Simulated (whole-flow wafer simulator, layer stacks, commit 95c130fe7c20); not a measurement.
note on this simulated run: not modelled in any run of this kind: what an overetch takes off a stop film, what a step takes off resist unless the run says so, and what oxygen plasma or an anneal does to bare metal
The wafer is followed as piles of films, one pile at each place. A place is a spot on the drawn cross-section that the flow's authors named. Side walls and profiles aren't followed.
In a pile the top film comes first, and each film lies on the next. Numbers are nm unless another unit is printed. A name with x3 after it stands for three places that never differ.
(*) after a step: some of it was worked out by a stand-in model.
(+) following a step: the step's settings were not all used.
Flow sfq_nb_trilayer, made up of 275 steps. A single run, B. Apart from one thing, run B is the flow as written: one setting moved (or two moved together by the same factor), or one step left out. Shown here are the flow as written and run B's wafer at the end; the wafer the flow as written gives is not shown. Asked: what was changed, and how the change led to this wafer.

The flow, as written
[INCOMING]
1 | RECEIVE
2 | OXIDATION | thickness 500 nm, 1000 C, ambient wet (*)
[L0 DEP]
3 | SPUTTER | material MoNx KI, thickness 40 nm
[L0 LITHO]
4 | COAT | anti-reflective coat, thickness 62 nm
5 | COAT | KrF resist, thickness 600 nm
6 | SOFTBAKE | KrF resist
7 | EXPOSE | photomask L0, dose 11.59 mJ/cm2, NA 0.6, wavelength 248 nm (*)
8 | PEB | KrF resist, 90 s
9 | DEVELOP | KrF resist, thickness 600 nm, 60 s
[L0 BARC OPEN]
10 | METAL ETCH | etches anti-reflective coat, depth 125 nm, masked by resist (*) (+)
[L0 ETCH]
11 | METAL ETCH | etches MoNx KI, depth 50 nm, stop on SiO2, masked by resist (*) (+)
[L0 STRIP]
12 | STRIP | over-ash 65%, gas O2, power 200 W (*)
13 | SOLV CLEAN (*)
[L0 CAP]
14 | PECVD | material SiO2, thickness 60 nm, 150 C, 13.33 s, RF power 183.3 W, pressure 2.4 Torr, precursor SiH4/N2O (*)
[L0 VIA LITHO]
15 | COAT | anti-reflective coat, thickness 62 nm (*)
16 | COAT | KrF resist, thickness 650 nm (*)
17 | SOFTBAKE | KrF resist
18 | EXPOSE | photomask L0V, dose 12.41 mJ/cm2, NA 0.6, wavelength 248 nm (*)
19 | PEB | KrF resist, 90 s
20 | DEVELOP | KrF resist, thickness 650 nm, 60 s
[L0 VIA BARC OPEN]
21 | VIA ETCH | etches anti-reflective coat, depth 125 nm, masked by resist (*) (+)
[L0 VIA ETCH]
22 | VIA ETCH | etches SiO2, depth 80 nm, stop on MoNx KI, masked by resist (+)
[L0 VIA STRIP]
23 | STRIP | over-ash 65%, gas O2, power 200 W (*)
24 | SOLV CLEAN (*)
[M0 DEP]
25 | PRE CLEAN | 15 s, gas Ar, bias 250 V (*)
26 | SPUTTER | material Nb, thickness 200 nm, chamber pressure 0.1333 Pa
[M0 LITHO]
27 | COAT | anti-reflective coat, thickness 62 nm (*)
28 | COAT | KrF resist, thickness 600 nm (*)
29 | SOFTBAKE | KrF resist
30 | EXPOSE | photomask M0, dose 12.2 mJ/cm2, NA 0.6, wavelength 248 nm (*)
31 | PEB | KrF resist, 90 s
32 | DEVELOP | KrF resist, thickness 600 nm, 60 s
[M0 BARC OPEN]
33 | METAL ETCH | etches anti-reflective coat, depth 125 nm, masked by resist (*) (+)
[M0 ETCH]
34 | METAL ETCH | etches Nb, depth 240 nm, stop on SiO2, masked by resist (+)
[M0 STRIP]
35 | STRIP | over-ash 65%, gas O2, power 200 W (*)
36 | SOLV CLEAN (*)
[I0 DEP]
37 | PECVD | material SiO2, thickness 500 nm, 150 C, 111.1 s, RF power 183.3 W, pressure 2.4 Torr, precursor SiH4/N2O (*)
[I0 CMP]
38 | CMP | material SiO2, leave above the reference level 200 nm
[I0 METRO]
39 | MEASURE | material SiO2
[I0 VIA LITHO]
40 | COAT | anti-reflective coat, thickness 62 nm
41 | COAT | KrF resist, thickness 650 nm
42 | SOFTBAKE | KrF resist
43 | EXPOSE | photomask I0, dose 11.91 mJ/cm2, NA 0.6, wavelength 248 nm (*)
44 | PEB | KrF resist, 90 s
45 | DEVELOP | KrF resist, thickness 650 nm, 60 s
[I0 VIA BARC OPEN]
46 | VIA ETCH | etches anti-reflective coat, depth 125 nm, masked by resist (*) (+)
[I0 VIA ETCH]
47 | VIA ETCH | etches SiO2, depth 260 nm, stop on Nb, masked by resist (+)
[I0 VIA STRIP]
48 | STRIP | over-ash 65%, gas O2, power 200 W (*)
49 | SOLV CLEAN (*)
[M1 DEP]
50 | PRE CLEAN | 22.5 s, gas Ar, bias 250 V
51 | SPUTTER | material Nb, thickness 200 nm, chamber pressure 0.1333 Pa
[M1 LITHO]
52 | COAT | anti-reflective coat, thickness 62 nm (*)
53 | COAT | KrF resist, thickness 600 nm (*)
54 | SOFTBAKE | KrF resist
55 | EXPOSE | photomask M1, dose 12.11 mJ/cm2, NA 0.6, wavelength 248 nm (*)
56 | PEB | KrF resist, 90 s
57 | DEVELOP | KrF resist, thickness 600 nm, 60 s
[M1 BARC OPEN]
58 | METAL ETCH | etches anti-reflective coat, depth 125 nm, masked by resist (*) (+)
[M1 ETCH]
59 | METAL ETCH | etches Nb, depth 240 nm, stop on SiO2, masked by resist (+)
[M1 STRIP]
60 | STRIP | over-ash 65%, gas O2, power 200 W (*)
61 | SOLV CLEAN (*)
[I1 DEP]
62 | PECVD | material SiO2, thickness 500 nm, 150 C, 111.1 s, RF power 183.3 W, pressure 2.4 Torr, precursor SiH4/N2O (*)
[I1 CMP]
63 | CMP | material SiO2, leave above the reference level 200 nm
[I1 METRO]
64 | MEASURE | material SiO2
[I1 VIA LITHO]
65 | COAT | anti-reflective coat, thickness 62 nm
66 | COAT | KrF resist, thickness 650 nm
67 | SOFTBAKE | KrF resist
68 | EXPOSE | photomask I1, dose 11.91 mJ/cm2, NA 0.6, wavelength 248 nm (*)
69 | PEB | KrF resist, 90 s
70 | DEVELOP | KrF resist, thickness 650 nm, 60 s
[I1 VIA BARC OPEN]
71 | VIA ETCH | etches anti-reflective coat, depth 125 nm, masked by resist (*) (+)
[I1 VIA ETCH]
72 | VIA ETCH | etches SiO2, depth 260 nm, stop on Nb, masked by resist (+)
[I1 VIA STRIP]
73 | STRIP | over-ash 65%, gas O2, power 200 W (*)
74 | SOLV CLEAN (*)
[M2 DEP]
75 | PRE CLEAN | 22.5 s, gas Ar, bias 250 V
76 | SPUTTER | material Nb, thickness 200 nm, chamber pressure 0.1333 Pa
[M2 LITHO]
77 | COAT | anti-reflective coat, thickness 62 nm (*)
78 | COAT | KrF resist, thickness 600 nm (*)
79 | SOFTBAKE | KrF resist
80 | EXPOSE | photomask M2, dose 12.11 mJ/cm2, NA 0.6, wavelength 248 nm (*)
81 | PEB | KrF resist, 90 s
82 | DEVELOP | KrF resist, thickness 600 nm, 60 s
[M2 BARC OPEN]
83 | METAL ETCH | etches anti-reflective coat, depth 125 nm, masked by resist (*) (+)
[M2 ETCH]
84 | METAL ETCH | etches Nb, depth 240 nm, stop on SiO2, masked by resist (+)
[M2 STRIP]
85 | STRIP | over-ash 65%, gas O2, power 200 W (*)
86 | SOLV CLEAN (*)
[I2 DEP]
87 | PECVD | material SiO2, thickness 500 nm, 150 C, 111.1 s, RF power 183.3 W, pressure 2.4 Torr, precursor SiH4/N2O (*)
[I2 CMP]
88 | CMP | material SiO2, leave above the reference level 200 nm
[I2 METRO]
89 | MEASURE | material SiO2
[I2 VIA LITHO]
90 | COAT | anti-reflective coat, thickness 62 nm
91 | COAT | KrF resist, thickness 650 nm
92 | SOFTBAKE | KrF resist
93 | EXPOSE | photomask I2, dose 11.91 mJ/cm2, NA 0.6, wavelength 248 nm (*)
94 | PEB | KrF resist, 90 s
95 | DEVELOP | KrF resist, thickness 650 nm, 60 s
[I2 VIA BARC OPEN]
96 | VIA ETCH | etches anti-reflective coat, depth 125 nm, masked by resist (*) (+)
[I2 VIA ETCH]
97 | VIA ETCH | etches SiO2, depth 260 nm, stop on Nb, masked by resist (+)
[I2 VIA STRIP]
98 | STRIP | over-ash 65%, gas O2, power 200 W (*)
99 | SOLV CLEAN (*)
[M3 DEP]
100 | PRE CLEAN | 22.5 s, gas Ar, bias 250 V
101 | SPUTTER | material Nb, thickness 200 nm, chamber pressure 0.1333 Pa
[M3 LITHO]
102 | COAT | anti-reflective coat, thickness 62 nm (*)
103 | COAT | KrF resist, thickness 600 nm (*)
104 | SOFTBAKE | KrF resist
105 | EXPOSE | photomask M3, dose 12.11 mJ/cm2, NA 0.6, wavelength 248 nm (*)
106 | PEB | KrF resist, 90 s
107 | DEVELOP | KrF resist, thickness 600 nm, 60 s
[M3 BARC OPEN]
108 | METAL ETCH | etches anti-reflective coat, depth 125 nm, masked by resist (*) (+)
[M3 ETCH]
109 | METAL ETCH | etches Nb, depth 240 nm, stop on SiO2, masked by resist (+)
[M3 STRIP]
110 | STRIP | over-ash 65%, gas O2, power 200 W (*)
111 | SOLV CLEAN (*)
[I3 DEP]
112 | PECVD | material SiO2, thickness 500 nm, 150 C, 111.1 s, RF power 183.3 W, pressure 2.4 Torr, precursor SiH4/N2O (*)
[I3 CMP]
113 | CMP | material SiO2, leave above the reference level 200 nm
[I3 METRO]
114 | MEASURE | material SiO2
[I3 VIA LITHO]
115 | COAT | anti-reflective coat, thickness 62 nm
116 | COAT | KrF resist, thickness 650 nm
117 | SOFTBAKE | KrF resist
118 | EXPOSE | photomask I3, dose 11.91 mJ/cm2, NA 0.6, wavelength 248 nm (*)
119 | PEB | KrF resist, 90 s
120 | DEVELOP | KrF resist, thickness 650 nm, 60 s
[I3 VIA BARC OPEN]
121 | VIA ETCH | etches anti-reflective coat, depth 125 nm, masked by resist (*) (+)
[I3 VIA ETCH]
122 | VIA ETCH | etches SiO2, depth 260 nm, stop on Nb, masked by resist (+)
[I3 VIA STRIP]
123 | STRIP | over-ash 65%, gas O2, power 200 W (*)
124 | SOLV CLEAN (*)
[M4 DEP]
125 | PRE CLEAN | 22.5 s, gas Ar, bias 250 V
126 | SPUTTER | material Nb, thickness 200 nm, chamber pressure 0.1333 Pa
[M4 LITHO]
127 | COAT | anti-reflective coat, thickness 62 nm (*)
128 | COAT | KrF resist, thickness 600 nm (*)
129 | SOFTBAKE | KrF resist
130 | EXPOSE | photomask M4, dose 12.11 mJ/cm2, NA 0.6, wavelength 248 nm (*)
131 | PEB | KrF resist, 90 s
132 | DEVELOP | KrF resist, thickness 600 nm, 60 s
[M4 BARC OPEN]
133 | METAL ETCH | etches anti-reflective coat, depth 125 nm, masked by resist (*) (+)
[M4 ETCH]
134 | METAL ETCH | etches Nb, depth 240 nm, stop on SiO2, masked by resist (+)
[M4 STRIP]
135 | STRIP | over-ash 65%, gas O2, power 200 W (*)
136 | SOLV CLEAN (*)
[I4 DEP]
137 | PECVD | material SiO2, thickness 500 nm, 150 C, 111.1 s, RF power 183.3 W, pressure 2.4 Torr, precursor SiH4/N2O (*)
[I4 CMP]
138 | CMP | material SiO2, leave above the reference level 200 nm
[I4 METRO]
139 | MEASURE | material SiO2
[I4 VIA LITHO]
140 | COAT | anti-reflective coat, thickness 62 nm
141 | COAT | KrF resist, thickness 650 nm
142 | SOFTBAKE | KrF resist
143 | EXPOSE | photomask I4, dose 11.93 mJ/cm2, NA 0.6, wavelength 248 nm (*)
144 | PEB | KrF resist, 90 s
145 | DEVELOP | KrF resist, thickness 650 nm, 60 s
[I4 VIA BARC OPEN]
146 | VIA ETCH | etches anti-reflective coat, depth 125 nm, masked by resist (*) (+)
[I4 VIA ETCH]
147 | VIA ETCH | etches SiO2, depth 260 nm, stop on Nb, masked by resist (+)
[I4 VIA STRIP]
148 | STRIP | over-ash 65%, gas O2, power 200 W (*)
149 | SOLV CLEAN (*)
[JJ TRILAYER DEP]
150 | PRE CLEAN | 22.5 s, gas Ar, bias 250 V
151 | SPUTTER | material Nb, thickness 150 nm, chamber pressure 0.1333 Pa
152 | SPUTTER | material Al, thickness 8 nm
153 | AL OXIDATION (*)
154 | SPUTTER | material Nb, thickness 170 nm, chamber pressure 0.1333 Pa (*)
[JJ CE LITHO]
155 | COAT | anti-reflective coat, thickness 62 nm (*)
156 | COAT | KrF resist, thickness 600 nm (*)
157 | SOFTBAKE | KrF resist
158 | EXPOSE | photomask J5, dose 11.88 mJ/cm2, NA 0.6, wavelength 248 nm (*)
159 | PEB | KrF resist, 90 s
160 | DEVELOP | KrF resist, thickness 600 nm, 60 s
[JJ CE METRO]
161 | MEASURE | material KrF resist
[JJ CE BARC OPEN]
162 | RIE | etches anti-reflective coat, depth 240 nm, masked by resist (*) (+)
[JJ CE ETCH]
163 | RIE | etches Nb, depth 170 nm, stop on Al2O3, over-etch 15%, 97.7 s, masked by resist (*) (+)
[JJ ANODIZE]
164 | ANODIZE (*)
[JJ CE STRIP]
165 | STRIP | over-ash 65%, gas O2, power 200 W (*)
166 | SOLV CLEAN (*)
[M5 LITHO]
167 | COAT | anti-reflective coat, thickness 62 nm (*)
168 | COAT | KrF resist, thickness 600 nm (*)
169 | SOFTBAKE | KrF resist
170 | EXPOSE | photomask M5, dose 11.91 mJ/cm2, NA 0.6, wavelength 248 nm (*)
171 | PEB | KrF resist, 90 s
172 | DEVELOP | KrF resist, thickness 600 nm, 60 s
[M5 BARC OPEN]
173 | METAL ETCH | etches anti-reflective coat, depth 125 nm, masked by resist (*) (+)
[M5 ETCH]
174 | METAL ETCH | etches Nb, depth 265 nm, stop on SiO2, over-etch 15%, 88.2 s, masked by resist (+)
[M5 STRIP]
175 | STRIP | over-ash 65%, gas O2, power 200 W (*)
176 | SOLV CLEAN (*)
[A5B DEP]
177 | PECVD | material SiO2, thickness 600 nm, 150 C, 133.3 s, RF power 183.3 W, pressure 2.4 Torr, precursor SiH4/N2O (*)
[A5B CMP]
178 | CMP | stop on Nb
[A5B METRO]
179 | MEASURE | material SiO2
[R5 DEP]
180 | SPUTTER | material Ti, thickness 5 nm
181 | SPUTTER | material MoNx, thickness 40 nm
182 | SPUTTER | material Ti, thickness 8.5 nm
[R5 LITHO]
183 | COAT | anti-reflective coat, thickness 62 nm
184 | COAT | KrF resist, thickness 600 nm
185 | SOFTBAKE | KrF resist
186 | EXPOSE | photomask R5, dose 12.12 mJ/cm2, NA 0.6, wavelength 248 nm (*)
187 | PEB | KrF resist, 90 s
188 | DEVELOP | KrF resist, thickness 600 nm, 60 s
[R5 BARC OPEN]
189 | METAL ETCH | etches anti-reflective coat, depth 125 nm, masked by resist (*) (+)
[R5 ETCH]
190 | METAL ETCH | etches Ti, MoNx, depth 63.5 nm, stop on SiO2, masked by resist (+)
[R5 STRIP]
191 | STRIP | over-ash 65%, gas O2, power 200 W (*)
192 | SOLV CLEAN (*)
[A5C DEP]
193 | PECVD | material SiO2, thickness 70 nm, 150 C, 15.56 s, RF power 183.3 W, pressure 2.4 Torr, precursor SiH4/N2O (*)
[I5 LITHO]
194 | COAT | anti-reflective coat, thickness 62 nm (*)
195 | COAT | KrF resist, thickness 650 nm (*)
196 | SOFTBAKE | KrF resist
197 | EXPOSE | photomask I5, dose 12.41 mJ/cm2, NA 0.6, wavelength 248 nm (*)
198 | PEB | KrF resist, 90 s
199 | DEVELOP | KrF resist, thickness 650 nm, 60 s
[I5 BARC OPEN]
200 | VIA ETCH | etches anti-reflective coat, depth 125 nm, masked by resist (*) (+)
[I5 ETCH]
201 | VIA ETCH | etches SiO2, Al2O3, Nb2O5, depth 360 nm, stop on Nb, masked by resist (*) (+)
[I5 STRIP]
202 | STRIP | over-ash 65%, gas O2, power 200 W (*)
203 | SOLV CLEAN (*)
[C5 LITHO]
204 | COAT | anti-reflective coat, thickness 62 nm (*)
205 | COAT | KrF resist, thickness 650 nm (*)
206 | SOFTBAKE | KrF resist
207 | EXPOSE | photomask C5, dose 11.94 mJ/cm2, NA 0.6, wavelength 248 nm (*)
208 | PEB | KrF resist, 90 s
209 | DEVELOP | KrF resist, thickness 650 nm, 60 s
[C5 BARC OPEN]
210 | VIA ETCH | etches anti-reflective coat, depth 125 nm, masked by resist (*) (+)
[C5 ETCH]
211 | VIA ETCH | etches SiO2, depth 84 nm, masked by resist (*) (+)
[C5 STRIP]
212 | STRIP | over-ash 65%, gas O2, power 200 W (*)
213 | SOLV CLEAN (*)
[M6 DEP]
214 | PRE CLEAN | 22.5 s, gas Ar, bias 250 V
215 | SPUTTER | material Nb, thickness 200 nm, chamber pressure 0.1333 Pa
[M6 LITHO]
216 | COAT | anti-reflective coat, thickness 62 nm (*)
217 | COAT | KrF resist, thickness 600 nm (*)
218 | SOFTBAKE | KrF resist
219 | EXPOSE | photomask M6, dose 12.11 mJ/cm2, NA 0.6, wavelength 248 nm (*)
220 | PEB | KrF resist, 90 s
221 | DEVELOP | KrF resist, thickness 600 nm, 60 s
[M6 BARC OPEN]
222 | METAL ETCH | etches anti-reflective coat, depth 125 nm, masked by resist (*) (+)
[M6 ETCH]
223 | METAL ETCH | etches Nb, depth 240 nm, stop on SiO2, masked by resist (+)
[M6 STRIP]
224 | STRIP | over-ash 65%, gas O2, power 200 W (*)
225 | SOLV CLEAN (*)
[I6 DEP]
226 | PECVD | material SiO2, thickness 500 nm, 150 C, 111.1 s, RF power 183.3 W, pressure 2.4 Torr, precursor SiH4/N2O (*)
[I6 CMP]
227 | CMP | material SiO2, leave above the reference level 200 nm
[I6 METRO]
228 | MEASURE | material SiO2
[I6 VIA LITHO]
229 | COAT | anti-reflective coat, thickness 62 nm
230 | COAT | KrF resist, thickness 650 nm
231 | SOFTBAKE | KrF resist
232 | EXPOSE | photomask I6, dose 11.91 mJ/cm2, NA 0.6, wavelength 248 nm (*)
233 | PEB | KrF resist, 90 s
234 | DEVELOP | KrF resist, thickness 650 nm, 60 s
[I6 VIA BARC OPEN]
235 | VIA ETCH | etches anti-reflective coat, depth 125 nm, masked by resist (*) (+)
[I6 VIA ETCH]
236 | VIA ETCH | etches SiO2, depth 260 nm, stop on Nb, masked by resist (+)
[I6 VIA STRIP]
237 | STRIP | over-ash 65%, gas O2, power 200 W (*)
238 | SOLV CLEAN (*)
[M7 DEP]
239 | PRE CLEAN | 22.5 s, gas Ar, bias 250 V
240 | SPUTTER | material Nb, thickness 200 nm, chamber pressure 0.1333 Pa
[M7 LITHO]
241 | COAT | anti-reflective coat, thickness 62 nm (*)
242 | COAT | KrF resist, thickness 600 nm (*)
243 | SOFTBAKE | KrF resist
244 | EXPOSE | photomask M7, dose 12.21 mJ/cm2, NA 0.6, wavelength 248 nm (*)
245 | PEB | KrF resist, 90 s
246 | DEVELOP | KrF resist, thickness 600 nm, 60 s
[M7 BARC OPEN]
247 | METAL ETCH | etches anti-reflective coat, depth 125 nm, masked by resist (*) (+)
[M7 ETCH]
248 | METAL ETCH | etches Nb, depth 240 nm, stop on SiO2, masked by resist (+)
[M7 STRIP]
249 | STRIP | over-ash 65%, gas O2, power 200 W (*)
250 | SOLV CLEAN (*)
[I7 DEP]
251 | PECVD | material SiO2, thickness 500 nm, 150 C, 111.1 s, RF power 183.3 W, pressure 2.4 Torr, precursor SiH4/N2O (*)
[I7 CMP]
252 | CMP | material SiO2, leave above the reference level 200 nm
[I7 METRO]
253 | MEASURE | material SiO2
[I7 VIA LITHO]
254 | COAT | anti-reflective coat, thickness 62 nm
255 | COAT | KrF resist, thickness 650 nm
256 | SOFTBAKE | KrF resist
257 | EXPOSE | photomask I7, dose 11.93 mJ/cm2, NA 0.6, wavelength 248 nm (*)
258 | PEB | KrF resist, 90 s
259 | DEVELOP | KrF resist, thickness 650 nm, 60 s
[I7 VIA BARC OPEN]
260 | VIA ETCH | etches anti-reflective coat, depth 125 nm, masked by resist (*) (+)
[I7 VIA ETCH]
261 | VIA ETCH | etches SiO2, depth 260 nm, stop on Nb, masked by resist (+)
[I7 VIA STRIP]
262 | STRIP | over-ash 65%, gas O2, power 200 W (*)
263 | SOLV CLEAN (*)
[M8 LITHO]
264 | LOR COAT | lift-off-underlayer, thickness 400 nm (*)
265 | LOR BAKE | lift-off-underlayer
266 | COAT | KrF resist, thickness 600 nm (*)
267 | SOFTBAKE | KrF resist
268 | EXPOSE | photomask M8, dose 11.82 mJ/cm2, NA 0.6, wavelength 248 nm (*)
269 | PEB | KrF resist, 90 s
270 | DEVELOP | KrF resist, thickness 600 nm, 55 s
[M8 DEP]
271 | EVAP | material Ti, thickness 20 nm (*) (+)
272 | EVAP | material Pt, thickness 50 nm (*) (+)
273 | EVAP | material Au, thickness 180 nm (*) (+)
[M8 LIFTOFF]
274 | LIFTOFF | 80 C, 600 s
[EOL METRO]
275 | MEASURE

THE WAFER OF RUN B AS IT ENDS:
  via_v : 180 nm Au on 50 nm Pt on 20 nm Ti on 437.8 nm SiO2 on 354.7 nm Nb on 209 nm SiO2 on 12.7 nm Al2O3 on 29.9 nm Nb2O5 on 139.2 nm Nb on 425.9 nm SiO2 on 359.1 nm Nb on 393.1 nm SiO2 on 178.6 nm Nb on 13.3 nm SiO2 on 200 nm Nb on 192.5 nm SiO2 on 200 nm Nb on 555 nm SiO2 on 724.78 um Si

What caused this: step 72, VIA ETCH: depth 179 nm was run, while the flow as written has depth 260 nm.

How this came from the change, step by step:
  72 | VIA ETCH | etches SiO2, depth 260 nm, stop on Nb, masked by resist (+)
      via_v: SiO2 loses 179 (as written it would have been: SiO2 loses 199.8 (all of it))
      field_l, v_sur, via_wl and 102 more: KrF resist loses 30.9 (as written it would have been: KrF resist loses 44.8)
  73 | STRIP | over-ash 65%, gas O2, power 200 W (*)
      field_l, v_sur, via_wl and 102 more: KrF resist loses 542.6 (all of it), anti-reflective coat loses 62 (all of it) (as written it would have been: KrF resist loses 528.6 (all of it), anti-reflective coat loses 62 (all of it))
  75 | PRE CLEAN | 22.5 s, gas Ar, bias 250 V
      via_v: SiO2 loses 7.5 (as written it would have been: Nb loses 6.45)
  76 | SPUTTER | material Nb, thickness 200 nm, chamber pressure 0.1333 Pa
      via_v: Nb gains 178.6 (new film) (as written it would have been: Nb gains 174.5)
  77 | COAT | anti-reflective coat, thickness 62 nm (*)
      via_v: anti-reflective coat gains 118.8 (new film) (as written it would have been: anti-reflective coat gains 123.1 (new film))
  78 | COAT | KrF resist, thickness 600 nm (*)
      via_v: KrF resist gains 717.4 (new film) (as written it would have been: KrF resist gains 733.7 (new film))
  85 | STRIP | over-ash 65%, gas O2, power 200 W (*)
      via_v: KrF resist loses 499.5 (all of it), anti-reflective coat loses 118.8 (all of it) (as written it would have been: KrF resist loses 515.8 (all of it), anti-reflective coat loses 123.1 (all of it))
  87 | PECVD | material SiO2, thickness 500 nm, 150 C, 111.1 s, RF power 183.3 W, pressure 2.4 Torr, precursor SiH4/N2O (*)
      via_v: SiO2 gains 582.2 (new film) (as written it would have been: SiO2 gains 606 (new film))
Taking metal films that touch as one body, via_v has 7 bodies (between them, from the top down: SiO2 437.8; SiO2 209 / Al2O3 12.7 / Nb2O5 29.9; SiO2 425.9; SiO2 393.1; SiO2 13.3; SiO2 192.5); the flow as written gives 6 bodies (between them, from the top down: SiO2 437.8; SiO2 209 / Al2O3 12.7 / Nb2O5 29.9; SiO2 425.9; SiO2 416.9; SiO2 192.5).
